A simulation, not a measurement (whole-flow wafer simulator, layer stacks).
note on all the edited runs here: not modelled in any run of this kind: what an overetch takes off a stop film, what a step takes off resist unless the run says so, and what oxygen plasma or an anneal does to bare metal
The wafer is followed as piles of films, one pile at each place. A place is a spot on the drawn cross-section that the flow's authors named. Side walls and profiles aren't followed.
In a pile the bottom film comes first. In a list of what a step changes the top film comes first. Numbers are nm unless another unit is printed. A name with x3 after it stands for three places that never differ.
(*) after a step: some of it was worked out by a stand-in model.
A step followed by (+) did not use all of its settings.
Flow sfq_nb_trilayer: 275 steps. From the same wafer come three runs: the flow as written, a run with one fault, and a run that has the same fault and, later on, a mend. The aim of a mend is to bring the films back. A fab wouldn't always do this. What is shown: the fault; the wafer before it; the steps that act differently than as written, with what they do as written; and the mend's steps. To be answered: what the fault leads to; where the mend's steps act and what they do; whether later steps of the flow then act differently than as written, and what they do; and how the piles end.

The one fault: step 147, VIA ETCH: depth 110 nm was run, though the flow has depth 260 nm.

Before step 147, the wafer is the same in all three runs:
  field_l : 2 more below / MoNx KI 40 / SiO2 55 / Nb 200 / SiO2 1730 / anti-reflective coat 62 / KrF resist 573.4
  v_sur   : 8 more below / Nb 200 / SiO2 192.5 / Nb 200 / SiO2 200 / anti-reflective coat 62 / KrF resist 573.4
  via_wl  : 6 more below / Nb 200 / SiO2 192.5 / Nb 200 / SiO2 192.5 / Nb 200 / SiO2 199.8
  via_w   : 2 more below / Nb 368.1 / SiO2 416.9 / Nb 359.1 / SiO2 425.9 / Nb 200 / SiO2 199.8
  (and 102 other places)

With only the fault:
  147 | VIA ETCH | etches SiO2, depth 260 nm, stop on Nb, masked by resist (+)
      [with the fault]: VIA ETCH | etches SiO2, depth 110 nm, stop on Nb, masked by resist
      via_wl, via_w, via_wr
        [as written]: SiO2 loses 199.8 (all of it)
        [with the fault]: SiO2 loses 110
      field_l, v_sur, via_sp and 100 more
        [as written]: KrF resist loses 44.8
        [with the fault]: KrF resist loses 19
  Later steps of the flow acting differently than as written (not shown: 4 more steps that differ only slightly, by at most 2% or 0.5 nm, whichever is larger):
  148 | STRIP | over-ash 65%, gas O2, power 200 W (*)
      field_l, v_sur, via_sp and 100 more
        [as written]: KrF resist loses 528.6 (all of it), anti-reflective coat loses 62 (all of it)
        [with the fault]: KrF resist loses 554.5 (all of it), anti-reflective coat loses 62 (all of it)
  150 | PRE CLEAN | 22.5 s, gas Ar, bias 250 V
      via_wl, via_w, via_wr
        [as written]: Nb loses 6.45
        [with the fault]: SiO2 loses 7.5
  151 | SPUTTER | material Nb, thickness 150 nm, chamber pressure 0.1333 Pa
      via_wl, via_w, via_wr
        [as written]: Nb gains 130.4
        [with the fault]: Nb gains 140.8 (new film)
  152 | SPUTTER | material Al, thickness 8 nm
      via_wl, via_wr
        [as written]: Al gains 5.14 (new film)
        [with the fault]: Al gains 6.19 (new film)
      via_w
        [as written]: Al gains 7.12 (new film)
        [with the fault]: Al gains 7.84 (new film)
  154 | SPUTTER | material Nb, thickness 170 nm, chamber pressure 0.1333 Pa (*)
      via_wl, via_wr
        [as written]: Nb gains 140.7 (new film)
        [with the fault]: Nb gains 127.2 (new film)
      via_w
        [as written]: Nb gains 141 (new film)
        [with the fault]: Nb gains 167.2 (new film)
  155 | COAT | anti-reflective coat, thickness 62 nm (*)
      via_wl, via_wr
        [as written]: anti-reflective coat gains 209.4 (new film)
        [with the fault]: anti-reflective coat gains 172 (new film)
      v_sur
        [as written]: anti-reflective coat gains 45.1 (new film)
        [with the fault]: anti-reflective coat gains 49.5 (new film)
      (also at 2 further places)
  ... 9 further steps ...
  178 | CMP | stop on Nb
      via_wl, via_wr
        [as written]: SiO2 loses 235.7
        [with the fault]: SiO2 loses 334.6
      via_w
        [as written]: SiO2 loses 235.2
        [with the fault]: SiO2 loses 334.2
  The piles end different from the flow's at via_wl, via_w, via_wr by more than 2% or 0.5 nm, whichever is larger.
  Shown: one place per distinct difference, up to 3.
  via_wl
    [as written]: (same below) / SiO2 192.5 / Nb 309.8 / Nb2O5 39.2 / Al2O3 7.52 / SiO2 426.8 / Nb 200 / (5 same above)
    [with the fault]: (same below) / SiO2 192.5 / Nb 200 / SiO2 82.3 / Nb 127.8 / Nb2O5 36.1 / Al2O3 9.26 / SiO2 327.9 / Nb 200 / (5 same above)
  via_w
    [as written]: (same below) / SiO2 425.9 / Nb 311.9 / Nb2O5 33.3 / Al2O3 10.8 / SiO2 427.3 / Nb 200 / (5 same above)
    [with the fault]: (same below) / SiO2 425.9 / Nb 200 / SiO2 82.3 / Nb 129.8 / Nb2O5 30.5 / Al2O3 12.4 / SiO2 328.3 / Nb 200 / (5 same above)

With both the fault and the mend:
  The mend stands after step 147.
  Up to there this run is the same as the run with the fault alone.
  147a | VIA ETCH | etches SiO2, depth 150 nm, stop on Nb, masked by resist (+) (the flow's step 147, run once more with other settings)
      field_l, v_sur, via_sp and 100 more
        KrF resist loses 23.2
      via_wl, via_w, via_wr
        SiO2 loses 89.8 (all of it)
  Later steps of the flow that are run all act as written at every place that is followed, up to a difference of at most 2% or 0.5 nm, whichever is larger.
  At every place that both follow, the piles at the end match the flow's.
